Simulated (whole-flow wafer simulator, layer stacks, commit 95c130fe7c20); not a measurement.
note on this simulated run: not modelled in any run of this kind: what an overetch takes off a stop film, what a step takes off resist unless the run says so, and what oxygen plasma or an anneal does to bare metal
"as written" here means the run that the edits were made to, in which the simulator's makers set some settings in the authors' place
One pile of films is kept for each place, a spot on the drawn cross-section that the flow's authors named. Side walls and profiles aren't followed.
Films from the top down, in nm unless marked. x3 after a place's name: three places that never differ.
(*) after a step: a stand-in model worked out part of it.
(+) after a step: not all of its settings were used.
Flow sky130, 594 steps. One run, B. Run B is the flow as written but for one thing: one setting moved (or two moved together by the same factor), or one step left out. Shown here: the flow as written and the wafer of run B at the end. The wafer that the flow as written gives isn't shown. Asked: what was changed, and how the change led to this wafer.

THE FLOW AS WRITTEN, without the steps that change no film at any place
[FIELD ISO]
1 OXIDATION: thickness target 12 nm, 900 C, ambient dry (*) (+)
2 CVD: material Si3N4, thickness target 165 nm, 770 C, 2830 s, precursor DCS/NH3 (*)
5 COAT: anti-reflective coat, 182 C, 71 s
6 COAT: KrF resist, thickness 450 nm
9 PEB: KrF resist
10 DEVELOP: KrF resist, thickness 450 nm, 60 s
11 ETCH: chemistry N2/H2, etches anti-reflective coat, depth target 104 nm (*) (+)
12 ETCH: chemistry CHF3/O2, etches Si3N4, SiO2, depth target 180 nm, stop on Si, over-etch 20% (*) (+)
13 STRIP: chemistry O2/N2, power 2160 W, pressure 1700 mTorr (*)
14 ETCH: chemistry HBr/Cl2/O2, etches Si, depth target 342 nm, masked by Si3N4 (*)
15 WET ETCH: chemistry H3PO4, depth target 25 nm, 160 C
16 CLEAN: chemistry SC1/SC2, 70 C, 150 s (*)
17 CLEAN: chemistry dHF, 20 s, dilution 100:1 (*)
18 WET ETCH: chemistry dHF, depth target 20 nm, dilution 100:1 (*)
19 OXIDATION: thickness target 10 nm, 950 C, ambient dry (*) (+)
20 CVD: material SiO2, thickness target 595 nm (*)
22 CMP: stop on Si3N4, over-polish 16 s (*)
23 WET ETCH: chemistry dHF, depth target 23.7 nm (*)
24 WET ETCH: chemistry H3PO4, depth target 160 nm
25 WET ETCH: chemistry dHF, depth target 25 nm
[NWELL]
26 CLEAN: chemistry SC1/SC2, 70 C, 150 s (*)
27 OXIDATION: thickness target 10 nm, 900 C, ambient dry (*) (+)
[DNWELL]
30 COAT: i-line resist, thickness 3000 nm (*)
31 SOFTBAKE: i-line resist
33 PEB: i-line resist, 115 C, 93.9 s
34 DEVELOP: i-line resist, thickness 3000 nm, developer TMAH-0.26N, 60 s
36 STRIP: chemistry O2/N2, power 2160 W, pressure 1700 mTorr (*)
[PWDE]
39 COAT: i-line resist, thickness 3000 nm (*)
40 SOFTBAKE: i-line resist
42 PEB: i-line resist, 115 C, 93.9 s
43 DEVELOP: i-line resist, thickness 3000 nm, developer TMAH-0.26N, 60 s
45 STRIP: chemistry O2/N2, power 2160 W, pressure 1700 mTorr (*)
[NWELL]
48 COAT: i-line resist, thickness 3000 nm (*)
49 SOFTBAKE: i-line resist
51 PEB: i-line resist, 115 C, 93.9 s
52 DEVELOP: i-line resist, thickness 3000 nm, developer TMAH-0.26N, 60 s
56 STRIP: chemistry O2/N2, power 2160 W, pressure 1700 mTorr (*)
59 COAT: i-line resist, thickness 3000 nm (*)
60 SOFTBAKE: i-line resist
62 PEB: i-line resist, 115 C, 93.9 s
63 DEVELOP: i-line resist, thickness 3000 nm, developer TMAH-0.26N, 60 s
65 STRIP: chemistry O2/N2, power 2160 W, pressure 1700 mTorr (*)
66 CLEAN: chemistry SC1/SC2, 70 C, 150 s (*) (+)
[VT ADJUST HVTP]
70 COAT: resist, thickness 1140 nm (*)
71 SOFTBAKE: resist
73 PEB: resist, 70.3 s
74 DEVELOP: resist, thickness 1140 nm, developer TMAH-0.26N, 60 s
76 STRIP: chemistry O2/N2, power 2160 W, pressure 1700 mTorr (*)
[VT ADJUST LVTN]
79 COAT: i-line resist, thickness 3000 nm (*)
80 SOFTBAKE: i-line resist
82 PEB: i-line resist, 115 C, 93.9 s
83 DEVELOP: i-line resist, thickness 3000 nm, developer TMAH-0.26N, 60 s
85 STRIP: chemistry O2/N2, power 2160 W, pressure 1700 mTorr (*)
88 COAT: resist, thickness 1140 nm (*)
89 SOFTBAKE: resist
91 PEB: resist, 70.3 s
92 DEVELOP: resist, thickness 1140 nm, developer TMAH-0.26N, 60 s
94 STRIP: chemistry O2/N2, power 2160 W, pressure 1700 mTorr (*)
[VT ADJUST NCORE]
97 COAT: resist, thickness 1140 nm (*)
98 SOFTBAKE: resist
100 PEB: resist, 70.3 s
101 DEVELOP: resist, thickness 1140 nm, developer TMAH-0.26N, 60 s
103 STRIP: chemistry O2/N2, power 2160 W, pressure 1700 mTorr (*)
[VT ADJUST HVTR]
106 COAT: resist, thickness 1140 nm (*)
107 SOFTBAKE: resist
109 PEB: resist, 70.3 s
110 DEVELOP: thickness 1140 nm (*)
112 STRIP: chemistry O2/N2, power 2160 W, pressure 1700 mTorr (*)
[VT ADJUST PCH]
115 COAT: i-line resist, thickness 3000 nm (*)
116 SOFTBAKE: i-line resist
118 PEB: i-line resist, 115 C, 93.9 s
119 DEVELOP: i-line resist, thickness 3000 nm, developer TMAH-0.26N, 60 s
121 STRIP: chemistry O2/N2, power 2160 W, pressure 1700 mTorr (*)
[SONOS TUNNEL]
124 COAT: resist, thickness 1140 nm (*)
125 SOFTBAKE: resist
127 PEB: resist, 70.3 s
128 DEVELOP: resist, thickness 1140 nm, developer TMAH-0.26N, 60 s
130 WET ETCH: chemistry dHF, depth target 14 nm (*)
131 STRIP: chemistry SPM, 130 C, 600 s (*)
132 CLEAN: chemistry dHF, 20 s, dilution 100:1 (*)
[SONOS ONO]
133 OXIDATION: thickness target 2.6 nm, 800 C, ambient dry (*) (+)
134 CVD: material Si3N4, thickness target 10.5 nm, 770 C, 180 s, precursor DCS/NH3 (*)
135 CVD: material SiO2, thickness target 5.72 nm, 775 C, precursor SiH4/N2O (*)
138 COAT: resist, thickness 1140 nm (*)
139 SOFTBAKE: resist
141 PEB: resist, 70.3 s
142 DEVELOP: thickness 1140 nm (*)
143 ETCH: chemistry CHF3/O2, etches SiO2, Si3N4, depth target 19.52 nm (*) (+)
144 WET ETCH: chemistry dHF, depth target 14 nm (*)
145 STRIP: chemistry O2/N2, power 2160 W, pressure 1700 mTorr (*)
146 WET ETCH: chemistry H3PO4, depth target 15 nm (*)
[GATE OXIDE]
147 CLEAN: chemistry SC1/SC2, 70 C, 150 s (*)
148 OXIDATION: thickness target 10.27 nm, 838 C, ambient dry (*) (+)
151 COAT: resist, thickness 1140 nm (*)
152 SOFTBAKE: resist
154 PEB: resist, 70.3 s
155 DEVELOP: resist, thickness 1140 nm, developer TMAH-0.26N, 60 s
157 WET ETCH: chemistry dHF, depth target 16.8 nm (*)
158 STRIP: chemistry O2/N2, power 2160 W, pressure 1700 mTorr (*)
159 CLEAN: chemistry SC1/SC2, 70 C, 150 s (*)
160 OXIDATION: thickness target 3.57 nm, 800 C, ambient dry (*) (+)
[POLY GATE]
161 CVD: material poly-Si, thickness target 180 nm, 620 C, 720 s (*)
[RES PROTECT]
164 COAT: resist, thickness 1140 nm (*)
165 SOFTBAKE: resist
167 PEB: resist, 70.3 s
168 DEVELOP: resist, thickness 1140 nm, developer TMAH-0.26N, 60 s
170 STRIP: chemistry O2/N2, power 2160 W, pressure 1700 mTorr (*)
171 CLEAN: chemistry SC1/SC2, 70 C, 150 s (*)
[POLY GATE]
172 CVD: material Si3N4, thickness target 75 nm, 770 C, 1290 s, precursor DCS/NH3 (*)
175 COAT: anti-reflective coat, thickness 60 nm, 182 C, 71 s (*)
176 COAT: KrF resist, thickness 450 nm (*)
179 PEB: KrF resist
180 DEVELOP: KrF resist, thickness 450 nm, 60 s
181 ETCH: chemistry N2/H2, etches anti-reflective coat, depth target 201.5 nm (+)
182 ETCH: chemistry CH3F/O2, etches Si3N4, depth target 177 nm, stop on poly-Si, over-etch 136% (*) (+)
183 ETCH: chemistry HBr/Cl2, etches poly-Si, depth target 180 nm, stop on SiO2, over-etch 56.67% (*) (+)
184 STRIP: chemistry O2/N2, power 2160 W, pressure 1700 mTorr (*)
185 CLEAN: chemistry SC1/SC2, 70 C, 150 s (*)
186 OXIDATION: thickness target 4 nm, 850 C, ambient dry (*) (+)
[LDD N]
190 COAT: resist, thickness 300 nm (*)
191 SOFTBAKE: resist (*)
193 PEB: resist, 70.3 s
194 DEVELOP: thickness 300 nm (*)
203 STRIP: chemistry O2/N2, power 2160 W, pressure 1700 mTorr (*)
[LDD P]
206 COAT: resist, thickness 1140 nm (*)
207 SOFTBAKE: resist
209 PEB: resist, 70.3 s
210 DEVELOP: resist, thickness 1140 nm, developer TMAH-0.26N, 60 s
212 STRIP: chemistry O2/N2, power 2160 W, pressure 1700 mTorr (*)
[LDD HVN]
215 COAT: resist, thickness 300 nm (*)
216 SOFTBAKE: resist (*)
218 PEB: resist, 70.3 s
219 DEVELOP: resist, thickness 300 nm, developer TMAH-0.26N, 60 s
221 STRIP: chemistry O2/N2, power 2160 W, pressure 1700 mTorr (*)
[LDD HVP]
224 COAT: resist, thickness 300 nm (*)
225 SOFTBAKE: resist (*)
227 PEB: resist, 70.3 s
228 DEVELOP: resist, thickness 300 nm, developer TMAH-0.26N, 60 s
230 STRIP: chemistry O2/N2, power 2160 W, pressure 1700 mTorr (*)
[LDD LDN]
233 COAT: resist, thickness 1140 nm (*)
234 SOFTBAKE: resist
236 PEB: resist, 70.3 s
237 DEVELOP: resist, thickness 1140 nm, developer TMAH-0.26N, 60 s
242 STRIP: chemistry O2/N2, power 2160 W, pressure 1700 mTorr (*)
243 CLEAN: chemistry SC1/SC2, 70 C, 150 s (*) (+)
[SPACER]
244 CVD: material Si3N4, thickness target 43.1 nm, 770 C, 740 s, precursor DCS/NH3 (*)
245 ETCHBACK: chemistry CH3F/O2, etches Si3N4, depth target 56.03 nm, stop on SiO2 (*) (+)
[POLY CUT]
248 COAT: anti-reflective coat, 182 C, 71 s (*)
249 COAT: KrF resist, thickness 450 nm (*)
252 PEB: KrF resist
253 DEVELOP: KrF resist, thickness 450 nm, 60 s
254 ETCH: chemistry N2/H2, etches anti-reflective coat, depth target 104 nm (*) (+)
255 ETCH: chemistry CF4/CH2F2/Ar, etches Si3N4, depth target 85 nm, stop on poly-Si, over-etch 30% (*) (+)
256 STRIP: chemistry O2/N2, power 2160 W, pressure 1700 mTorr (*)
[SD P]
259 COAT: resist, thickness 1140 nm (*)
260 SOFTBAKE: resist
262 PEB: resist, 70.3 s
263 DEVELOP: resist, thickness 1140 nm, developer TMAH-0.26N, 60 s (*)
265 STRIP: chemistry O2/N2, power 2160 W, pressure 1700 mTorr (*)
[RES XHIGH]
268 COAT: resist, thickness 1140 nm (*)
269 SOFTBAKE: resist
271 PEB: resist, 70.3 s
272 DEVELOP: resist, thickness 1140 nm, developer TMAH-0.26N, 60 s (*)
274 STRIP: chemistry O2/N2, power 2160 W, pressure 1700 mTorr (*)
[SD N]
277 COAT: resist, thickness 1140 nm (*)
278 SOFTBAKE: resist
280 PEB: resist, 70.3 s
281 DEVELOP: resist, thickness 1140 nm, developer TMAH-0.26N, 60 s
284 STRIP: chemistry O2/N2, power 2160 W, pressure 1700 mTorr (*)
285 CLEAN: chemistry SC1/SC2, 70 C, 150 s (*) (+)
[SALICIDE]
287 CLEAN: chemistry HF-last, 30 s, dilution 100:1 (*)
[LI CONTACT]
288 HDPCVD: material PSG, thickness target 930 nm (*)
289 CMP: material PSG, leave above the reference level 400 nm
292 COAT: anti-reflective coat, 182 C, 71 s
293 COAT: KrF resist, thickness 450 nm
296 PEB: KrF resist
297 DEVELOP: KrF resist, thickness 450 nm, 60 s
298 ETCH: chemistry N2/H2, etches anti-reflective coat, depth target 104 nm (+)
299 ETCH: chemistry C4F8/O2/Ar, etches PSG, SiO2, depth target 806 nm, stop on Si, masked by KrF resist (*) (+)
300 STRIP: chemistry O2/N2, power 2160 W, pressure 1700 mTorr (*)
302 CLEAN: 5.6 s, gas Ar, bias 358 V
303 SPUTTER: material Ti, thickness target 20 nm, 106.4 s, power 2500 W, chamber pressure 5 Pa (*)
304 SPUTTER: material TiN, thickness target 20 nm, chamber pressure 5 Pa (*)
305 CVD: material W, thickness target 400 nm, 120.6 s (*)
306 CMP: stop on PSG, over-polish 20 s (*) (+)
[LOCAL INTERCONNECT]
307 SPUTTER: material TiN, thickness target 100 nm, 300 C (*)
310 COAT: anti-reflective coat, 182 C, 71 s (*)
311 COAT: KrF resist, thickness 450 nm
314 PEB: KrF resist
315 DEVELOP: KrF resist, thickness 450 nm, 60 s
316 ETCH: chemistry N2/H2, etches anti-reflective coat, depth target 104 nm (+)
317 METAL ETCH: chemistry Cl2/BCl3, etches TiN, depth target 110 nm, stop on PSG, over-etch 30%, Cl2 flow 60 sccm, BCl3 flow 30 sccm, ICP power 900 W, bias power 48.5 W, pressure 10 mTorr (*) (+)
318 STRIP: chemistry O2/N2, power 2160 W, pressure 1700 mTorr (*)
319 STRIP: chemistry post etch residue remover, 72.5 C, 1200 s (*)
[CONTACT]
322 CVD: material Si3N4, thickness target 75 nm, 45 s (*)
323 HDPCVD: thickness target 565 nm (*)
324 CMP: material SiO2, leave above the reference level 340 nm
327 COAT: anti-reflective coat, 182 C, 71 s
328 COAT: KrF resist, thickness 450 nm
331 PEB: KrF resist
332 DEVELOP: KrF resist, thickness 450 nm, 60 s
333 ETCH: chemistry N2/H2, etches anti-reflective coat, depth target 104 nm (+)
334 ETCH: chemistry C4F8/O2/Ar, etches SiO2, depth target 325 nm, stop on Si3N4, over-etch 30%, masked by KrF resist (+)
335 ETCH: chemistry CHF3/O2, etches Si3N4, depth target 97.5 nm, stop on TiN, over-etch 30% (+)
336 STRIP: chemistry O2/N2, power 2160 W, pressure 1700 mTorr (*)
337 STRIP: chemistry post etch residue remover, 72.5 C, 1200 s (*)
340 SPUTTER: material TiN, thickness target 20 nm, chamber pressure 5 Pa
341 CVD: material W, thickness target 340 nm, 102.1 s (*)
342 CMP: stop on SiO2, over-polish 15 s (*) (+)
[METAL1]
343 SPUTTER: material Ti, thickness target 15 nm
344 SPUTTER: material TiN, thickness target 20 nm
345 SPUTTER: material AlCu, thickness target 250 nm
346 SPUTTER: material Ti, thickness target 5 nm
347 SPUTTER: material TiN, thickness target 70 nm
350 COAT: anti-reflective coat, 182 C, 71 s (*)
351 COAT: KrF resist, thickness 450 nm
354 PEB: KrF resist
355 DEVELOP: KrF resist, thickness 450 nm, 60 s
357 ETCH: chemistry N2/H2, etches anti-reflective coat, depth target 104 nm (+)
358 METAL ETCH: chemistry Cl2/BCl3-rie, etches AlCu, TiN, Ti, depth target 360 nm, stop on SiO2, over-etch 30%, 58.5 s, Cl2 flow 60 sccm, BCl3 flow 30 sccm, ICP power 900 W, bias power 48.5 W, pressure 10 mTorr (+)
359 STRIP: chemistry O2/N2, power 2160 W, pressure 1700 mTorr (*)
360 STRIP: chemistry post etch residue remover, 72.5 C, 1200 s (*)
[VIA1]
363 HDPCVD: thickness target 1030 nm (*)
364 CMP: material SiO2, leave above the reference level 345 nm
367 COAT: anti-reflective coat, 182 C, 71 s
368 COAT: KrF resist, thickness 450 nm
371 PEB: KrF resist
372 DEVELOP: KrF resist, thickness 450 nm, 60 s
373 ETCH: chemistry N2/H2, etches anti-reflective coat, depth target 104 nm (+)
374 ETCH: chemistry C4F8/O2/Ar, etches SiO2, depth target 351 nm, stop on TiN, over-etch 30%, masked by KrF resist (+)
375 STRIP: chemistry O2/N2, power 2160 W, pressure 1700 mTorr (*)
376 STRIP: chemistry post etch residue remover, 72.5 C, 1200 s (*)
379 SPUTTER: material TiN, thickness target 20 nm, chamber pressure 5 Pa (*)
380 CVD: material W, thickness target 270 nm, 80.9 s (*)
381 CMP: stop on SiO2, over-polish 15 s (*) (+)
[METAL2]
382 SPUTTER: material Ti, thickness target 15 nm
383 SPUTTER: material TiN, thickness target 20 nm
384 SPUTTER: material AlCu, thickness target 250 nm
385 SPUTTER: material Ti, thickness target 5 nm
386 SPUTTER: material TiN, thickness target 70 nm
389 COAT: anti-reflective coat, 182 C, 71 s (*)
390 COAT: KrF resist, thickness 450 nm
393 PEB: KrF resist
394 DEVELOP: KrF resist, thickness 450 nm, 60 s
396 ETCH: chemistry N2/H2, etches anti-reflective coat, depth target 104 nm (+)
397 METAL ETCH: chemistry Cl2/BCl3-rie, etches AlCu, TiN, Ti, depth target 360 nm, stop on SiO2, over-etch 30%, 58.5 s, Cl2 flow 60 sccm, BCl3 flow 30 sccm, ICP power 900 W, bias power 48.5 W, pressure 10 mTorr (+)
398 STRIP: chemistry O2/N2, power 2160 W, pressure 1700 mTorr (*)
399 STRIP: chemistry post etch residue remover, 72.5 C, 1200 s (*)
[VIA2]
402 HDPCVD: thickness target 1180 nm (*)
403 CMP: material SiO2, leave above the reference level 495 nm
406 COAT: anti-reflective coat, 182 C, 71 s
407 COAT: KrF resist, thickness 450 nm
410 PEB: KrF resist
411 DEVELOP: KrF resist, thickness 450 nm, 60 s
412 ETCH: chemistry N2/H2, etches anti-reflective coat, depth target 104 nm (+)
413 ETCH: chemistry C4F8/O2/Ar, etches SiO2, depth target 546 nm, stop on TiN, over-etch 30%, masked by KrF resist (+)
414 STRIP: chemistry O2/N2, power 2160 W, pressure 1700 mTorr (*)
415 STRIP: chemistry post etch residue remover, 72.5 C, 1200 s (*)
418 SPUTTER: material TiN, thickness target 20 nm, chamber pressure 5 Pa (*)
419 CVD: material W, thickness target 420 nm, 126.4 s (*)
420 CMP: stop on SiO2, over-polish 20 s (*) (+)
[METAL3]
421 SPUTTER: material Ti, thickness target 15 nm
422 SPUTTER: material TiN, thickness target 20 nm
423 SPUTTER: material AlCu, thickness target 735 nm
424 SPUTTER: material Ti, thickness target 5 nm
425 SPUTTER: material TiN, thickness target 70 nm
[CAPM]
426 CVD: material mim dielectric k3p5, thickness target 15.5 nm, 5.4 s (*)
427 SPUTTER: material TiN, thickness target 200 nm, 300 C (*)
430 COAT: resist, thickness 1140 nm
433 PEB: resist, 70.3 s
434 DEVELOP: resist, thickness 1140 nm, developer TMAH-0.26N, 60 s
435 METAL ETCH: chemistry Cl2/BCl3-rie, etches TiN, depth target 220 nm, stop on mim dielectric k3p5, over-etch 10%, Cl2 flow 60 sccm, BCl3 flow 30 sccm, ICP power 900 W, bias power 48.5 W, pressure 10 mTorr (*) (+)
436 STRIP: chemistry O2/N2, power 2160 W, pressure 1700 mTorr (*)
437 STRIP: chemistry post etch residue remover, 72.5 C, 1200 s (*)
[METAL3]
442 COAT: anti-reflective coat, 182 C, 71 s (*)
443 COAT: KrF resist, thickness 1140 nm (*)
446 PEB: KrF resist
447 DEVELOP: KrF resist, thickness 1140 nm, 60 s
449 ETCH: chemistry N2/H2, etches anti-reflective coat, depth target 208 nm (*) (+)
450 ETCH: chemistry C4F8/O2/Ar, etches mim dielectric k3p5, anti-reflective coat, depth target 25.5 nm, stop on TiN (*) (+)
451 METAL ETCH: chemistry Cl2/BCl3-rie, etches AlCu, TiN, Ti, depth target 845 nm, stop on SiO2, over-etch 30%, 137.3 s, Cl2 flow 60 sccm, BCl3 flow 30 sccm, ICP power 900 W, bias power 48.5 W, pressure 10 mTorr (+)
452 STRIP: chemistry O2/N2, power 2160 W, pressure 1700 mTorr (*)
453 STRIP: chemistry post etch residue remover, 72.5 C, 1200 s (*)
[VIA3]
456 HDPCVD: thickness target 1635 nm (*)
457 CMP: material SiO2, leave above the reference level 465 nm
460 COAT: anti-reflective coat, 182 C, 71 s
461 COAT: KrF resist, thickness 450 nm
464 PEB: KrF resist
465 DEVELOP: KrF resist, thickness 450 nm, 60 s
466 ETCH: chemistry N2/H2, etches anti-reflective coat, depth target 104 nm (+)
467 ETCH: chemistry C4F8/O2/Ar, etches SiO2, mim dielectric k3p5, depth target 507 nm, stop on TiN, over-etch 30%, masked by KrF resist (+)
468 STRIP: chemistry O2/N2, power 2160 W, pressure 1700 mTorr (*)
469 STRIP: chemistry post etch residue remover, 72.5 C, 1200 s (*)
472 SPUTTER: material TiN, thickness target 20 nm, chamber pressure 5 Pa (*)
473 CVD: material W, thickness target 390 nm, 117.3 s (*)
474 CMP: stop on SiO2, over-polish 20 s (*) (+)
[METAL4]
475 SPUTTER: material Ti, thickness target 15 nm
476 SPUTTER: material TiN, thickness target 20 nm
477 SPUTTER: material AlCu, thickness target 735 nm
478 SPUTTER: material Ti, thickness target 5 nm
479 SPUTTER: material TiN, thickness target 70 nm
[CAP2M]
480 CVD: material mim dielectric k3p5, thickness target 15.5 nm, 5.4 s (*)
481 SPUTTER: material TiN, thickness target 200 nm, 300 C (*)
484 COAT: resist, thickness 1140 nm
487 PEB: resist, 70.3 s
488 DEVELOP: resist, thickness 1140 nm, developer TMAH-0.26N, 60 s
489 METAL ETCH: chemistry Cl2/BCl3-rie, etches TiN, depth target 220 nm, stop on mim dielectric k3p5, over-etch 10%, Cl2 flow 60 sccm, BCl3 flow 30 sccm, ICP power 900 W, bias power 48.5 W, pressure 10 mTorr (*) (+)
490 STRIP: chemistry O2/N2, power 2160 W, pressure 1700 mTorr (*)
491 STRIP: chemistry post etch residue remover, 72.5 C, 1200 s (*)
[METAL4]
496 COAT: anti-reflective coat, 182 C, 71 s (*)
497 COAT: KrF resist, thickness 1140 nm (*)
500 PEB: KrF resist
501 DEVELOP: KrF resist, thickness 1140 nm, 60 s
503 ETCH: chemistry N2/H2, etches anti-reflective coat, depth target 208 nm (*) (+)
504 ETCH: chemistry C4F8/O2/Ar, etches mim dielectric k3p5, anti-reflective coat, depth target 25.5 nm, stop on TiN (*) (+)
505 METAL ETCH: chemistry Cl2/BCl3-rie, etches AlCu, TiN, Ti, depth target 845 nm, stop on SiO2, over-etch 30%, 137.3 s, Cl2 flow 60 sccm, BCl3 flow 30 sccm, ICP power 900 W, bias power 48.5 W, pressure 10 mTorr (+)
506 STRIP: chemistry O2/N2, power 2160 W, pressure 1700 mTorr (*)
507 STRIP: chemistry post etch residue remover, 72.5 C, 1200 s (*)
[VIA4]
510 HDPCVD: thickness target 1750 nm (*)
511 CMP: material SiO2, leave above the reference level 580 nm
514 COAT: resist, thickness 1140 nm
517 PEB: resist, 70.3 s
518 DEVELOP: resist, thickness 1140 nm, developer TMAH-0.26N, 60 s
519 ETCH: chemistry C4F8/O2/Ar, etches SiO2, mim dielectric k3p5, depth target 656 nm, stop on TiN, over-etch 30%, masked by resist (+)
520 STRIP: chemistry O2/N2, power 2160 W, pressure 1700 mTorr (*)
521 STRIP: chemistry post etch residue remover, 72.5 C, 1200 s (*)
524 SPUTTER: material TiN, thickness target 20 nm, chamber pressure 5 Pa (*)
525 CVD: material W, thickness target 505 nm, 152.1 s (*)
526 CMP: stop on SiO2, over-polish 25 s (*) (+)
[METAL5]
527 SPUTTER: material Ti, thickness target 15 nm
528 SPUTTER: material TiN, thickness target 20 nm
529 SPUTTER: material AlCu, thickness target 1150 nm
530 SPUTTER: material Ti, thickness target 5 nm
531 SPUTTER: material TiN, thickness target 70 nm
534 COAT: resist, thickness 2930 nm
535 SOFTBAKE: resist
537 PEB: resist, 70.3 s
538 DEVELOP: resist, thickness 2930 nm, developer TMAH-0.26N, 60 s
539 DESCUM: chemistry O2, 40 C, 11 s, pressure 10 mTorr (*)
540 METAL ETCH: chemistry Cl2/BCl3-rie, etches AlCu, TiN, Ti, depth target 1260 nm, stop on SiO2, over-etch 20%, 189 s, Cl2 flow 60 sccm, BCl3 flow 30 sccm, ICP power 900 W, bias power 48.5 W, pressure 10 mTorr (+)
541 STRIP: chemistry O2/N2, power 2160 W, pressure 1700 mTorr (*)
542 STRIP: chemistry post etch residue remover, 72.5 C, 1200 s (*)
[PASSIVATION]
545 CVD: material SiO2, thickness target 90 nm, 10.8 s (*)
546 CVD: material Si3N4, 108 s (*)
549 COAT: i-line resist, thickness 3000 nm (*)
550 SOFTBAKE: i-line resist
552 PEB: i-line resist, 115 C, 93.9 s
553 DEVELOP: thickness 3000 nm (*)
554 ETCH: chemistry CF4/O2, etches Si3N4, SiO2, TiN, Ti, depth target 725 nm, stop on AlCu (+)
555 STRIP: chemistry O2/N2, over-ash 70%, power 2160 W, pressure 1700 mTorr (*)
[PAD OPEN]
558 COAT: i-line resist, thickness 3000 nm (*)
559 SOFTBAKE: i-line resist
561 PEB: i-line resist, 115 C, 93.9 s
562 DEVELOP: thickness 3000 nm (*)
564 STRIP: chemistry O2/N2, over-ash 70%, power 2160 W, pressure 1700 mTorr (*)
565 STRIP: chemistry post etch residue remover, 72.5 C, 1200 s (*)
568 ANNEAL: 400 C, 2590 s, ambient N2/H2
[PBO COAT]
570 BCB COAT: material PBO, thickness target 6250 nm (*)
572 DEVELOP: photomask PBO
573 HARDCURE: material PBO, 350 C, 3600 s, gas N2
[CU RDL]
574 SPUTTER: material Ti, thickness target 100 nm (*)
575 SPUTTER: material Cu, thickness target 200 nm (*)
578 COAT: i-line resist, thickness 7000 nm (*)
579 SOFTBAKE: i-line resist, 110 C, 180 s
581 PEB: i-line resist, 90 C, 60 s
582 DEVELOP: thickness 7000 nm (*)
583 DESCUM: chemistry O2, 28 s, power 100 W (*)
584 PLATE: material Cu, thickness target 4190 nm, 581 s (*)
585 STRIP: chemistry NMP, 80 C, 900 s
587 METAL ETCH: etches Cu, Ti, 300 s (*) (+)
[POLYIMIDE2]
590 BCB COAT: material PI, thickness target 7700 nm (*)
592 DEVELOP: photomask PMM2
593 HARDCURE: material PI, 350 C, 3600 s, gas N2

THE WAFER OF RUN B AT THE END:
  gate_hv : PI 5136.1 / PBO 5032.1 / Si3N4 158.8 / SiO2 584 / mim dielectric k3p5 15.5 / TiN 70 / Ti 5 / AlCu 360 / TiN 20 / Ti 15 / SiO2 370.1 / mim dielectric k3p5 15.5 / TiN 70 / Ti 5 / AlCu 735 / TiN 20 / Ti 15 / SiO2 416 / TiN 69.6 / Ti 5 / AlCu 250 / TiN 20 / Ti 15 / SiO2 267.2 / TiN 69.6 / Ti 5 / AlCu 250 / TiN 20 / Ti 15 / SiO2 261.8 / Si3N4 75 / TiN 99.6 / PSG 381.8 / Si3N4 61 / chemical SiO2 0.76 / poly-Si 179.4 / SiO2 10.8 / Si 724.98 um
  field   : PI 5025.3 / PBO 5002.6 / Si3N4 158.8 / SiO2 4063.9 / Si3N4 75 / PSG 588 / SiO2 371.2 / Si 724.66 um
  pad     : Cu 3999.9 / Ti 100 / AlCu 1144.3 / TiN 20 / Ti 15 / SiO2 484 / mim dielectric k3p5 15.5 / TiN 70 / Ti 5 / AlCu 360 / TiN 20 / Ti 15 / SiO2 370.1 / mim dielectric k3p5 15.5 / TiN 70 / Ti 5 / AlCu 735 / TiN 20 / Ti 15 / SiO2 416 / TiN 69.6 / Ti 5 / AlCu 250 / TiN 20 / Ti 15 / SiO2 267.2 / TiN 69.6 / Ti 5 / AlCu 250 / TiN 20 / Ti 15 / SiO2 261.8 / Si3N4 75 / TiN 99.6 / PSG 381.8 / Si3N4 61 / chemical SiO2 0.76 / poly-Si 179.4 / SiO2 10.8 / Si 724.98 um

The cause: step 477, SPUTTER: thickness target 360 nm was run, where the flow has thickness target 735 nm.
It can be read off the wafer: gate_hv has AlCu 360, and step 477 as written asks for 735 nm.

How the change led to this, step by step:
  477 SPUTTER: material AlCu, thickness target 735 nm
      field, active, n_well and 189 more: AlCu +360 (new film) (as written it would be: AlCu +735 (new film))
  505 METAL ETCH: chemistry Cl2/BCl3-rie, etches AlCu, TiN, Ti, depth target 845 nm, stop on SiO2, over-etch 30%, 137.3 s, Cl2 flow 60 sccm, BCl3 flow 30 sccm, ICP power 900 W, bias power 48.5 W, pressure 10 mTorr (+)
      field, gate, spacer and 68 more: TiN -70 (all of it), Ti -5 (all of it), AlCu -360 (all of it), TiN -20 (all of it), Ti -15 (all of it), SiO2 -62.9 (as written it would be: TiN -70 (all of it), Ti -5 (all of it), AlCu -735 (all of it), TiN -20 (all of it), Ti -15 (all of it), SiO2 -25.4)
      active, vpp_iso1, m1_ln and 13 more: TiN -70 (all of it), Ti -5 (all of it), AlCu -360 (all of it), TiN -20 (all of it), Ti -15 (all of it), SiO2 -62.8 (as written it would be: TiN -70 (all of it), Ti -5 (all of it), AlCu -735 (all of it), TiN -20 (all of it), Ti -15 (all of it), SiO2 -25.3)
      (and at 1 more place)
  511 CMP: material SiO2, leave above the reference level 580 nm
      field, active, gate and 77 more: SiO2 -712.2 (as written it would be: SiO2 -374.7)
      iso_guard__w1, mim_edge_gap, vpp_m3ln, rpm_encl, via2_enc, rpm_encl_psd, iso_guard_nsd_tip: SiO2 -712.1 (as written it would be: SiO2 -374.6)
      (and at 1 more place)
